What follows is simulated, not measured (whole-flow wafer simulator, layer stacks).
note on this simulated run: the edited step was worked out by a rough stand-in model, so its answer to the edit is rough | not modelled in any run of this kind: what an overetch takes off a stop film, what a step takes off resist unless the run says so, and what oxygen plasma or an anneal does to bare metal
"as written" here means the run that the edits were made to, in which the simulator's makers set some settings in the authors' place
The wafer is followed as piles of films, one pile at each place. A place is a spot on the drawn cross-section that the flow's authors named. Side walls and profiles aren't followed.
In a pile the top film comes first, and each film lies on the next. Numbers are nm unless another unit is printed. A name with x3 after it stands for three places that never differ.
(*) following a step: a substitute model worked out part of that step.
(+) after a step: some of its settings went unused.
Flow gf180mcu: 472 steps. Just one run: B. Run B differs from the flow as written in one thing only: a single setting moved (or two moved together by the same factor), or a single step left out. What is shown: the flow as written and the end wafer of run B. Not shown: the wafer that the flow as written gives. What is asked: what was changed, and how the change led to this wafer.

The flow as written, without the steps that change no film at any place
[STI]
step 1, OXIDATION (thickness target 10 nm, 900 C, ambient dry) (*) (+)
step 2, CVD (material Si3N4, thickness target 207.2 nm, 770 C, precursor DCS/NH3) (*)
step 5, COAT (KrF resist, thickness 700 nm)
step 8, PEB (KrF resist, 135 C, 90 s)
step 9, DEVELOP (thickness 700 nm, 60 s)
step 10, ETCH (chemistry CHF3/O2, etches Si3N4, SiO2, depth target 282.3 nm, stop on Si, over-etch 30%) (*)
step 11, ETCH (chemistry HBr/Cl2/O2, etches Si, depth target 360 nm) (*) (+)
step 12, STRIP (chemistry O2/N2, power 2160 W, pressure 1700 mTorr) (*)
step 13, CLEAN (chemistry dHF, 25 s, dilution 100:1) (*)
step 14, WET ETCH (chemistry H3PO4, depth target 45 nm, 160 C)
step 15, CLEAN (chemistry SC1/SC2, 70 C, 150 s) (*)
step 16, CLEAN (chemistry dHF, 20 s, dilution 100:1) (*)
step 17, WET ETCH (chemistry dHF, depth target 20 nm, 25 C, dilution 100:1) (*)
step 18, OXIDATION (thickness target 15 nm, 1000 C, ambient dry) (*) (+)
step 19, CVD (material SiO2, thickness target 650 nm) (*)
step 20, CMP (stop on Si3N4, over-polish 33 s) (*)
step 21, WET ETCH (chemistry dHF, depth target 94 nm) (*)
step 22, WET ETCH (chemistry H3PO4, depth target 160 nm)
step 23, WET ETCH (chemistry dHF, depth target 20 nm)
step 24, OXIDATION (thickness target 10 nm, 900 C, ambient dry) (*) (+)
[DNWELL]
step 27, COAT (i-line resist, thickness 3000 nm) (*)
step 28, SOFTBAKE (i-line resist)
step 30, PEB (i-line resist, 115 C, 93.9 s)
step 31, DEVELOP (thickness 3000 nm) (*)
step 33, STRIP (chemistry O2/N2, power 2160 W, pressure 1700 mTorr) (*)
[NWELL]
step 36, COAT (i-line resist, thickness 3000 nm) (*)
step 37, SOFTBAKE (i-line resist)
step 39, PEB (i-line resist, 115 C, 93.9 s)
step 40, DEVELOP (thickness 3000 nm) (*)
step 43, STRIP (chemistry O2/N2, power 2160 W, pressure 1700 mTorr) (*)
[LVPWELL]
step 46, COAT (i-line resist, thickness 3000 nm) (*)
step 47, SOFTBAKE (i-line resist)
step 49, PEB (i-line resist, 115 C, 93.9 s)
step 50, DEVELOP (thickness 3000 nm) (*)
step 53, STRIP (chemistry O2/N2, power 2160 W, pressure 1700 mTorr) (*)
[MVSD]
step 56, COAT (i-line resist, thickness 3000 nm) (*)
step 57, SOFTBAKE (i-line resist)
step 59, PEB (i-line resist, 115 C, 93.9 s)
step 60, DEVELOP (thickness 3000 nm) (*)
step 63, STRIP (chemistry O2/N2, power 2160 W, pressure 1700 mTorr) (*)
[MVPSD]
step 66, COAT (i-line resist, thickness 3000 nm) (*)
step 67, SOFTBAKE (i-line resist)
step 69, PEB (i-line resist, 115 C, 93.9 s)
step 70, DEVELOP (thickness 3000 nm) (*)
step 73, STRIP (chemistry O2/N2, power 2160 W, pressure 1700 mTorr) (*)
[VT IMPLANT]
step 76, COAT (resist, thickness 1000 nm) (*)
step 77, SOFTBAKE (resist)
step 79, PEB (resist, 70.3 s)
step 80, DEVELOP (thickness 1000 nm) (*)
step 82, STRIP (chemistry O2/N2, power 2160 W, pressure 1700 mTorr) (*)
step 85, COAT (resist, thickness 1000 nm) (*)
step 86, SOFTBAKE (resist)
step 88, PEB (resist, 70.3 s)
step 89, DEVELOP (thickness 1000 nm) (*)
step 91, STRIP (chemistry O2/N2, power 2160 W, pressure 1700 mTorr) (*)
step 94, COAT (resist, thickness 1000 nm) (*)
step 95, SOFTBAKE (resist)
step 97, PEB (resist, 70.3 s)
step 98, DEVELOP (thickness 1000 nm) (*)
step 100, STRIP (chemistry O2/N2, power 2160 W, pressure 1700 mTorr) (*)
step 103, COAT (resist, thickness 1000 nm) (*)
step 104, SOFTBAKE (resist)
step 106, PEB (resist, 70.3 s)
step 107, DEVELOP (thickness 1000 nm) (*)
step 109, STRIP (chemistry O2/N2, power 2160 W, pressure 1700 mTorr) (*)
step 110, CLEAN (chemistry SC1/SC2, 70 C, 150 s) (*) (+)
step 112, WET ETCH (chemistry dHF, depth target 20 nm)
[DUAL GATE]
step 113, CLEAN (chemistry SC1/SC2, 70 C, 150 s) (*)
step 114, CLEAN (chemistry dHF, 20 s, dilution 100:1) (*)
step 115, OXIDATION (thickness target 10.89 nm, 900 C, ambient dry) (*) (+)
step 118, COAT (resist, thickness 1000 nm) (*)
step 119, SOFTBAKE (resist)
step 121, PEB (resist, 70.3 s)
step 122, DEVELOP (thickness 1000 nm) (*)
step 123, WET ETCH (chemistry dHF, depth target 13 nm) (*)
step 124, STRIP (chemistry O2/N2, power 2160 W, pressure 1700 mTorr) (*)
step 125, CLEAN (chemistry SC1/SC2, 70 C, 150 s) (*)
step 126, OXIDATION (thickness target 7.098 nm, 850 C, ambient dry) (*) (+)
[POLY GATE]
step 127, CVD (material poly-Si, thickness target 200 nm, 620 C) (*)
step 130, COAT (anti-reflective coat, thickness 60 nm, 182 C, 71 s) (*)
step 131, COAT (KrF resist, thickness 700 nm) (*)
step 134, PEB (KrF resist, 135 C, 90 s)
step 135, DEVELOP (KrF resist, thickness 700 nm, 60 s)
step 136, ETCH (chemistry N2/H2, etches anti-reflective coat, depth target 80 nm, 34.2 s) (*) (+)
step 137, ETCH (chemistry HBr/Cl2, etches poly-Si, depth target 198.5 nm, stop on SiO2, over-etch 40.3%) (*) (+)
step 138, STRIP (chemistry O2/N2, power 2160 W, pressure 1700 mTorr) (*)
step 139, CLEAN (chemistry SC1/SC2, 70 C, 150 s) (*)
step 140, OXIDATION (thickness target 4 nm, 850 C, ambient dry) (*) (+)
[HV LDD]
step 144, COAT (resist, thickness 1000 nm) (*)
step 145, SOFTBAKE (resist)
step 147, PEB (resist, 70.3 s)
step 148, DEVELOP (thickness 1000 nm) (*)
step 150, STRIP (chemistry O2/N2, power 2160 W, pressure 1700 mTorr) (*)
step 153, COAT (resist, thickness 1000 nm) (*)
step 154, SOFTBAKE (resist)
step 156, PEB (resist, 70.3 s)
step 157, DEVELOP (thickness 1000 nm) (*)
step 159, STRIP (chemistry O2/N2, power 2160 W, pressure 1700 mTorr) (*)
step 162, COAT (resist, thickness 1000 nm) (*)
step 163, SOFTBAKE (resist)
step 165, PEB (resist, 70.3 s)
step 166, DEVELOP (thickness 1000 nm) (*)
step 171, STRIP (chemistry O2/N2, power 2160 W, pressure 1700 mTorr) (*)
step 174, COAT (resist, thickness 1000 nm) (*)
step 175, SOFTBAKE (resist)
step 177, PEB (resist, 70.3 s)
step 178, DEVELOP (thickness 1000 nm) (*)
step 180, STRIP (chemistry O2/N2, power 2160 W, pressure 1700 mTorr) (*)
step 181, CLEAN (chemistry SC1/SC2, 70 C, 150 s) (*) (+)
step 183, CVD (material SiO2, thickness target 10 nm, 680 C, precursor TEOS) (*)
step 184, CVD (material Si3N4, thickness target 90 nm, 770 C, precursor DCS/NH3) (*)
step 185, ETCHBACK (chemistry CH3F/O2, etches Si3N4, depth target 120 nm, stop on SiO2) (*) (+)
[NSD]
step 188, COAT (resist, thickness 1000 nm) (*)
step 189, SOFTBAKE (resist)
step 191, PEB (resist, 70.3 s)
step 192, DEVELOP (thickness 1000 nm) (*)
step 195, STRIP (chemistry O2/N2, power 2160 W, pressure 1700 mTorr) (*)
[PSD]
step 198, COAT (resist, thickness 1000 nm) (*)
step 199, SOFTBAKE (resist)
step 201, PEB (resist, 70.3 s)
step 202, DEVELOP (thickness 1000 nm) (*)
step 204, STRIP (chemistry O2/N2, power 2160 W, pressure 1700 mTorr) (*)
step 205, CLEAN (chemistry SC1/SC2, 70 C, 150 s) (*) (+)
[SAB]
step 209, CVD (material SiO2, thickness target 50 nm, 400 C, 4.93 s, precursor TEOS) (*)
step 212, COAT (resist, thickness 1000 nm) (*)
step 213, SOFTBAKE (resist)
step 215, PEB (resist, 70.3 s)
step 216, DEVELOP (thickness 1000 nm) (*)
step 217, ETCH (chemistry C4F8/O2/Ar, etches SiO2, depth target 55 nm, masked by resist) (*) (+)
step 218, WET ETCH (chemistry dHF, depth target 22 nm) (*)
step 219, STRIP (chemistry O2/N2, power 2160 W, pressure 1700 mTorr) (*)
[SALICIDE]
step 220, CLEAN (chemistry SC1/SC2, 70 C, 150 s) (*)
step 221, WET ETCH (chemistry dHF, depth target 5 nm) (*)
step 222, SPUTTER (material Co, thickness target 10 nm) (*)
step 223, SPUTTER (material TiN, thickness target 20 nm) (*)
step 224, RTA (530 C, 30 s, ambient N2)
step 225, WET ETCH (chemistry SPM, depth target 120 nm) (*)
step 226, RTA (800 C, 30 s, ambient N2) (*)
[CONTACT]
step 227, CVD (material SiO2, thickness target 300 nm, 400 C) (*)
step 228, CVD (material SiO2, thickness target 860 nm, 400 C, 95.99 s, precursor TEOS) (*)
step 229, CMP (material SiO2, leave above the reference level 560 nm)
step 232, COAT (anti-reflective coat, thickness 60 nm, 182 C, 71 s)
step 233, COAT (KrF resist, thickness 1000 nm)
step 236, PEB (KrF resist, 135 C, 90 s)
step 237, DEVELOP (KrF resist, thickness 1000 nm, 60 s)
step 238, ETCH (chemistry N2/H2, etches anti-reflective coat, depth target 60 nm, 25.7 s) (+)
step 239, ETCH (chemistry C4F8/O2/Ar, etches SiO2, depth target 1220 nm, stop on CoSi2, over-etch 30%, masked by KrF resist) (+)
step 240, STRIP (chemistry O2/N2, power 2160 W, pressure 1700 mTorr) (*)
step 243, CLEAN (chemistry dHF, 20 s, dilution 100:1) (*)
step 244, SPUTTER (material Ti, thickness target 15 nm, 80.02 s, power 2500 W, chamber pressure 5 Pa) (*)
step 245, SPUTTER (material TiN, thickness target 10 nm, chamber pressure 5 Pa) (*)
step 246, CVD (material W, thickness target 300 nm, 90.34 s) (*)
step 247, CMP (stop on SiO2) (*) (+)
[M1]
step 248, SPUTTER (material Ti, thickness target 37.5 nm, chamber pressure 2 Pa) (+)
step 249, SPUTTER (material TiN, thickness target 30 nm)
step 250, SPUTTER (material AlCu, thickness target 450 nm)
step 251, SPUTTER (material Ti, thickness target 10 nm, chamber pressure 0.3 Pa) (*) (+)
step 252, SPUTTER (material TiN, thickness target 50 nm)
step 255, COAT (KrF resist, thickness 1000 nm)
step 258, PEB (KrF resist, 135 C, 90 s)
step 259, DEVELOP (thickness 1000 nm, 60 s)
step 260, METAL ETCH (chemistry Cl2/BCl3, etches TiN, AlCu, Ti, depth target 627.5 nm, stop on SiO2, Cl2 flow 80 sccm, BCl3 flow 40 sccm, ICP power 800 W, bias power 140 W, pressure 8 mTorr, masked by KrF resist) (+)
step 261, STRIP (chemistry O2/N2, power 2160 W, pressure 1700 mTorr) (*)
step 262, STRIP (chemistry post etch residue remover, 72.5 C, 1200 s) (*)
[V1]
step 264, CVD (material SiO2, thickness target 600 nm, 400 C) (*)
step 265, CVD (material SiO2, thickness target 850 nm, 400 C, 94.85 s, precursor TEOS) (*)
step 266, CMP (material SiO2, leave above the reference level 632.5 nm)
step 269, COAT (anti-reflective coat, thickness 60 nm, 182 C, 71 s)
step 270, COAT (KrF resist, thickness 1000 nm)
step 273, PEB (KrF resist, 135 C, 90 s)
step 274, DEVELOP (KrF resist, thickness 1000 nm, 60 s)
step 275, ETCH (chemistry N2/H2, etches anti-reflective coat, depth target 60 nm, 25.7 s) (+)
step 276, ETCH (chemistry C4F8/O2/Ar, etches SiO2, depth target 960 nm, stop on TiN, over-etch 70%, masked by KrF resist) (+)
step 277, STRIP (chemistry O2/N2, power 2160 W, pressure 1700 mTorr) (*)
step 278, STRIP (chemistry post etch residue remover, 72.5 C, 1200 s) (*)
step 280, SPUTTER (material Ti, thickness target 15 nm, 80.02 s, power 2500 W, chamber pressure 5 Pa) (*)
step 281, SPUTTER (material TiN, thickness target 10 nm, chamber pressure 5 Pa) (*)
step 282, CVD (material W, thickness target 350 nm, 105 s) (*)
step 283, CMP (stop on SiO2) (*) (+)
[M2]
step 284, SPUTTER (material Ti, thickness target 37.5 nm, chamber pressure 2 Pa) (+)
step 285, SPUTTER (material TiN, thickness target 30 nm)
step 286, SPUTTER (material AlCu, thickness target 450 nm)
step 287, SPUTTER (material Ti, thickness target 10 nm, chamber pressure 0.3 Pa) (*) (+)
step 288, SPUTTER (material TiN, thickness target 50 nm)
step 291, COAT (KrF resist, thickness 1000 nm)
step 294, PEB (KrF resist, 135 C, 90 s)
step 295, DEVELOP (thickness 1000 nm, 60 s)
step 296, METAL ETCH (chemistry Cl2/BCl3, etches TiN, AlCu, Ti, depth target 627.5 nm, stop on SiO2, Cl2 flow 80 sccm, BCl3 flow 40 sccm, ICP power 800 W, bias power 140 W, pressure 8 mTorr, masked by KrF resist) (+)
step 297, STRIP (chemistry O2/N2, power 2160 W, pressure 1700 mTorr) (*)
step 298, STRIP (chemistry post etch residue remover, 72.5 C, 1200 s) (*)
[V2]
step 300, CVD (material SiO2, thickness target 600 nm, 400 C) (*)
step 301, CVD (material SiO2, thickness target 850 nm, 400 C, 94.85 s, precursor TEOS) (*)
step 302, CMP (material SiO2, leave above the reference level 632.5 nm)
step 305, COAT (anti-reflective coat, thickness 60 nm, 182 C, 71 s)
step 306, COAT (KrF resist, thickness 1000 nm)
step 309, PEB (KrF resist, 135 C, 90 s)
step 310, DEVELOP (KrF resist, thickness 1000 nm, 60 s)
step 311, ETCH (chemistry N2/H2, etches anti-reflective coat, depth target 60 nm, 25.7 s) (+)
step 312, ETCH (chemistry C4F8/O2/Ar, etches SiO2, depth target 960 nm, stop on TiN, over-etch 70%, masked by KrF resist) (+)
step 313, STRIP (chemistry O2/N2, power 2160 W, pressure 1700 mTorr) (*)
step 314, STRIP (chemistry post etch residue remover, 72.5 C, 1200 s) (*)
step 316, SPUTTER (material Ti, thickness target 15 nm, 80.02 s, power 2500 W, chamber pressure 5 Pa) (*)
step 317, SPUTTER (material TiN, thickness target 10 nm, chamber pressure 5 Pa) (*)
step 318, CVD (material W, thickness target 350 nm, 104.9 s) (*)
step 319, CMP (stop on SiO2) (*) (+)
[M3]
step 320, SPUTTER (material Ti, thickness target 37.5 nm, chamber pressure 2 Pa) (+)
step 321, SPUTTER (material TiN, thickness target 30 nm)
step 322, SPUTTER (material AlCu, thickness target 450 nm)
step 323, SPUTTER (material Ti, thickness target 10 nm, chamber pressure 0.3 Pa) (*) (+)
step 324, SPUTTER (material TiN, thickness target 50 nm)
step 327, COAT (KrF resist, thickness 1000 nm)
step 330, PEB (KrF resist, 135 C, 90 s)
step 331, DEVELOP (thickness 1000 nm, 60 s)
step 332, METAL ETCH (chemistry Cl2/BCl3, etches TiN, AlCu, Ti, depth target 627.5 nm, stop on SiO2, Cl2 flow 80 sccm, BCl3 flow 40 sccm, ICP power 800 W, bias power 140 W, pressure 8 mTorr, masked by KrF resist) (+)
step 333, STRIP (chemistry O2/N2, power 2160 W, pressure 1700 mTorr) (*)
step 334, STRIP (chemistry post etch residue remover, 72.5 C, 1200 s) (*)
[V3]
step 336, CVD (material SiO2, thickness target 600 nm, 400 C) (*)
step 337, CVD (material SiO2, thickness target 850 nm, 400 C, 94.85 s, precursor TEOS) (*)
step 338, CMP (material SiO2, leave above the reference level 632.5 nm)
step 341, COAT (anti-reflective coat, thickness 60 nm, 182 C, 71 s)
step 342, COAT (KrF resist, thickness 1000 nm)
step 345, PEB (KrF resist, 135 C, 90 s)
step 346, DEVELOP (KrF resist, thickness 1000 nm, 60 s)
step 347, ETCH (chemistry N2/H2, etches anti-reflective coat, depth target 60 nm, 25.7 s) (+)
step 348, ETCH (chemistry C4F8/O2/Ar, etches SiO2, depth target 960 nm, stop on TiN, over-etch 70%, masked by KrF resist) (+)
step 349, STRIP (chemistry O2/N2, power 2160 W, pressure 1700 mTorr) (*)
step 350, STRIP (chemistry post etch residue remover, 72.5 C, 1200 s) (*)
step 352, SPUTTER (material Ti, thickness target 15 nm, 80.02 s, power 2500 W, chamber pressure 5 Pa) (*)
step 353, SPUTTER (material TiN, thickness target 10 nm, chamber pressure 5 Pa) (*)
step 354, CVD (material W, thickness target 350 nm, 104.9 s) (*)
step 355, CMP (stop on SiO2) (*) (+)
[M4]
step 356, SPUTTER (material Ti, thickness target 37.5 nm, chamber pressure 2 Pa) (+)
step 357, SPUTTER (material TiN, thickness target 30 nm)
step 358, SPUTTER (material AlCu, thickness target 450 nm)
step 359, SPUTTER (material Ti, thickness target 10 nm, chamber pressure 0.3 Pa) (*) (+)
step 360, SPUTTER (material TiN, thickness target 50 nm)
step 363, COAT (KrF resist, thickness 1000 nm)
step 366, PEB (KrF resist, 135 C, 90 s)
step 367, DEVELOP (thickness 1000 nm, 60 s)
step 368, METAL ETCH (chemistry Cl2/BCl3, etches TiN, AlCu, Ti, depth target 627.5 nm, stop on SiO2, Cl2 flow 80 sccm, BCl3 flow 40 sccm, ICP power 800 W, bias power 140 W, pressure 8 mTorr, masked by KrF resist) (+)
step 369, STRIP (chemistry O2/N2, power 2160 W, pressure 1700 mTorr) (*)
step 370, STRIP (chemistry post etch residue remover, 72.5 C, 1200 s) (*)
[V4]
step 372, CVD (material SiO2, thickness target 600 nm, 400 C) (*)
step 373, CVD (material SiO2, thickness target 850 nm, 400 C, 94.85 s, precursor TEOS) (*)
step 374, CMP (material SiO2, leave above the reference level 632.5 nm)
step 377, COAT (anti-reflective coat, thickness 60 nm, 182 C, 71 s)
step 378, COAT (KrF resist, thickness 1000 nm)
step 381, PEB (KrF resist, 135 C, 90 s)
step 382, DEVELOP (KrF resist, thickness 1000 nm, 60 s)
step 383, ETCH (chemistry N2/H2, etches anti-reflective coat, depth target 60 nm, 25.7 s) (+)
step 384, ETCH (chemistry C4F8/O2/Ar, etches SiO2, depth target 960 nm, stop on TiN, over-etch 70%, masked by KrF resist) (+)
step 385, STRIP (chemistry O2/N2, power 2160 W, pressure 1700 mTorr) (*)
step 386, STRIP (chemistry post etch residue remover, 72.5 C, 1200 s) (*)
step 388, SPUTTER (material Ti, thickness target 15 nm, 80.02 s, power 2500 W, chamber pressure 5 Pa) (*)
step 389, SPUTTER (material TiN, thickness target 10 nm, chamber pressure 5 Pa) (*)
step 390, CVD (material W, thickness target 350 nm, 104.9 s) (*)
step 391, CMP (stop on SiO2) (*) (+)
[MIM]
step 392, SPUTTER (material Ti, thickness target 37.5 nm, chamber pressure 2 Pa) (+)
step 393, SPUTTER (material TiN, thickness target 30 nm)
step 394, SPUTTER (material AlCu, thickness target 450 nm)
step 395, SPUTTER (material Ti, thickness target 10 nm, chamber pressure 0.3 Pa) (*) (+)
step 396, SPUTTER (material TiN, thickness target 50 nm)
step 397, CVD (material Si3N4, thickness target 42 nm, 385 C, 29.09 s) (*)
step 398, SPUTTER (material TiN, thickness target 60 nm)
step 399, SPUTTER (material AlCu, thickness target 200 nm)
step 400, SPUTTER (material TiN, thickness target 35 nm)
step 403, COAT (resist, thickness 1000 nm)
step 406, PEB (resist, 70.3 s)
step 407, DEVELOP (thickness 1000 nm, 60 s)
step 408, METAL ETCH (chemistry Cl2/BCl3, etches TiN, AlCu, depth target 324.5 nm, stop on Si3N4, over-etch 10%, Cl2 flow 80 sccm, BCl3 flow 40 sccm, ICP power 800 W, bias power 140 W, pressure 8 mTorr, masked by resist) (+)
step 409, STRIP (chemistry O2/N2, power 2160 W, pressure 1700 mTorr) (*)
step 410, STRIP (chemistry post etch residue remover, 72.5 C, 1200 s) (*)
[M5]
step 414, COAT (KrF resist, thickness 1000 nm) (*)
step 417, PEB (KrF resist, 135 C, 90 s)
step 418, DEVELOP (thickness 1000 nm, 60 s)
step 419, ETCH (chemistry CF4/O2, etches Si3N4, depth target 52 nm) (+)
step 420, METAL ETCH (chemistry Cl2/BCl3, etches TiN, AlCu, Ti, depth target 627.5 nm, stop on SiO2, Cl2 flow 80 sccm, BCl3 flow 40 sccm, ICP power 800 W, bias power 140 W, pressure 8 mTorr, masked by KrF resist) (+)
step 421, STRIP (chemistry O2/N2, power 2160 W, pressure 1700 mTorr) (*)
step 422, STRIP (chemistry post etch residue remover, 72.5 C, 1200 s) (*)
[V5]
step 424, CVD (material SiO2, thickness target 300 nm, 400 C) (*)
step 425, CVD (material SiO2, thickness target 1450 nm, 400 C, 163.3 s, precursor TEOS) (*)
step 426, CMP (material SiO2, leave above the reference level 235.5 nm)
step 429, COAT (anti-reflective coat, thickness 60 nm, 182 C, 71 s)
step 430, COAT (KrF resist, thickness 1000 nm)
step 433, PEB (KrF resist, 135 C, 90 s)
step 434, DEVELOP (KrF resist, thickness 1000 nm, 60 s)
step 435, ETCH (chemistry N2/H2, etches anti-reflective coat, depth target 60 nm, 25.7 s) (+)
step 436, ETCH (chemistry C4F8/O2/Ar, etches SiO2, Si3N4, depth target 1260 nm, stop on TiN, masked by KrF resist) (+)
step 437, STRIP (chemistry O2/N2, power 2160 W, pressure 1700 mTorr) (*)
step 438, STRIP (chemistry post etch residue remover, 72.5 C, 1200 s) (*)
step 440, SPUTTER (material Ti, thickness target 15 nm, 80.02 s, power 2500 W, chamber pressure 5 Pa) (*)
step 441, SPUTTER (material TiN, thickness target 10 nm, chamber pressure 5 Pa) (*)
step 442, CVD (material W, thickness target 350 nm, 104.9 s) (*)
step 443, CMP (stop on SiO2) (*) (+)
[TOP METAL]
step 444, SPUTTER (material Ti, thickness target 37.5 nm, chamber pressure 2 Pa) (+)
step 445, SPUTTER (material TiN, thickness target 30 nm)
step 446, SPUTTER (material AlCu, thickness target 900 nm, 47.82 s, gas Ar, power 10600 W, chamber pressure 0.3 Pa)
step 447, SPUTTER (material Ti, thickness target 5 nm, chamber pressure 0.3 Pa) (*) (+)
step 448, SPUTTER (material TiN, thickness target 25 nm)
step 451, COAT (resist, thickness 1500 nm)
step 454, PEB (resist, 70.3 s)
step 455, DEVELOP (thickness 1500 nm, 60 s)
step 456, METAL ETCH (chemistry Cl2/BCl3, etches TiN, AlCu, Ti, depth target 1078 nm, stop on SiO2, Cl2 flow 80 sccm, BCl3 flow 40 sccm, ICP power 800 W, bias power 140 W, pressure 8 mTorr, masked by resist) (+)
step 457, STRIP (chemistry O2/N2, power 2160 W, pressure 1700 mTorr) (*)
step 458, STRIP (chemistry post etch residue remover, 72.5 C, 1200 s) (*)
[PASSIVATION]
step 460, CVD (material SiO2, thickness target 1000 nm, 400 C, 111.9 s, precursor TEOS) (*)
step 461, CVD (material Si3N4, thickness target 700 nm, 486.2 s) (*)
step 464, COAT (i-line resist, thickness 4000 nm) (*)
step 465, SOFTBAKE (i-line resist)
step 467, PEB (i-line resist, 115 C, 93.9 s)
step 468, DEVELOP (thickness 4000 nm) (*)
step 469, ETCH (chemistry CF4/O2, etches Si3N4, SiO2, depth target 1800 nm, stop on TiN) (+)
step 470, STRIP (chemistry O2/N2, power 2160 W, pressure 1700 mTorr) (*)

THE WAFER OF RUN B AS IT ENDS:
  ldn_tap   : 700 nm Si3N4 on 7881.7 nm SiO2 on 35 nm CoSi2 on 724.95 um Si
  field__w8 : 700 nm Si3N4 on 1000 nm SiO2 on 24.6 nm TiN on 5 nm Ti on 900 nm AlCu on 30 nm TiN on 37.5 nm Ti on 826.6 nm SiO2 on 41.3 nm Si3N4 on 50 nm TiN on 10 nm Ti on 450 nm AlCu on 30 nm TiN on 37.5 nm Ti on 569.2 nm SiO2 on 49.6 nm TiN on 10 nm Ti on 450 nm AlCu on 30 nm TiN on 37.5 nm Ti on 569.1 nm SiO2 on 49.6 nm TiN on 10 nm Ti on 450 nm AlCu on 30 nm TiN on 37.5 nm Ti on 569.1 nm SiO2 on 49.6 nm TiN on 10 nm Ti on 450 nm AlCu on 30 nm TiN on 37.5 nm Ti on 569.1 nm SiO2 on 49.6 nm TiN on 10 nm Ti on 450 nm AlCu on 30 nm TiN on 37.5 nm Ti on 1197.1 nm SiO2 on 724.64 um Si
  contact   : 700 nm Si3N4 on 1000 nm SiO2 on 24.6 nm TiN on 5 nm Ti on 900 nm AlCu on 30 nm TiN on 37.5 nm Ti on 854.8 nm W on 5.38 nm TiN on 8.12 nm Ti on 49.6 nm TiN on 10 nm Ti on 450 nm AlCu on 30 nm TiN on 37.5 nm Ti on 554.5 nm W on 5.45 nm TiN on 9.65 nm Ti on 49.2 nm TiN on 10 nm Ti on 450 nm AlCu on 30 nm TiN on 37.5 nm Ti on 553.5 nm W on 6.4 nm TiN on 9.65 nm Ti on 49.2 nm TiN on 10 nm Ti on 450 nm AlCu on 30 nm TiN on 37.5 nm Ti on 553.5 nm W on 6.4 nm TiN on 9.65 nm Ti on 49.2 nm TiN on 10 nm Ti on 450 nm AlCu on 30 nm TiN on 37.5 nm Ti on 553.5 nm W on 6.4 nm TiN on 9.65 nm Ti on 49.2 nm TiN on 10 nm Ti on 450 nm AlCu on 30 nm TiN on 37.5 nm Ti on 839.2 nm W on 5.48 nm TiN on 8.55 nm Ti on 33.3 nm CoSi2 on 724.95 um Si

Cause: step 389, SPUTTER: thickness target 8.5 nm was run, whereas the flow has thickness target 10 nm.

How this came from the change, step by step:
  step 389, SPUTTER (material TiN, thickness target 10 nm, chamber pressure 5 Pa) (*)
      field, field__w1, field__w2 and 107 more: +8.5 TiN (new film) (in the flow as written it would be: +10 TiN (new film))
      contact: +5.45 TiN (new film) (in the flow as written it would be: +6.4 TiN (new film))
  step 391, CMP (stop on SiO2) (*) (+)
      field, field__w1, field__w2 and 107 more: -350 W (all of it), -8.5 TiN (all of it), -15 Ti (all of it), -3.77 SiO2 (in the flow as written it would be: -350 W (all of it), -10 TiN (all of it), -15 Ti (all of it), -3.78 SiO2)
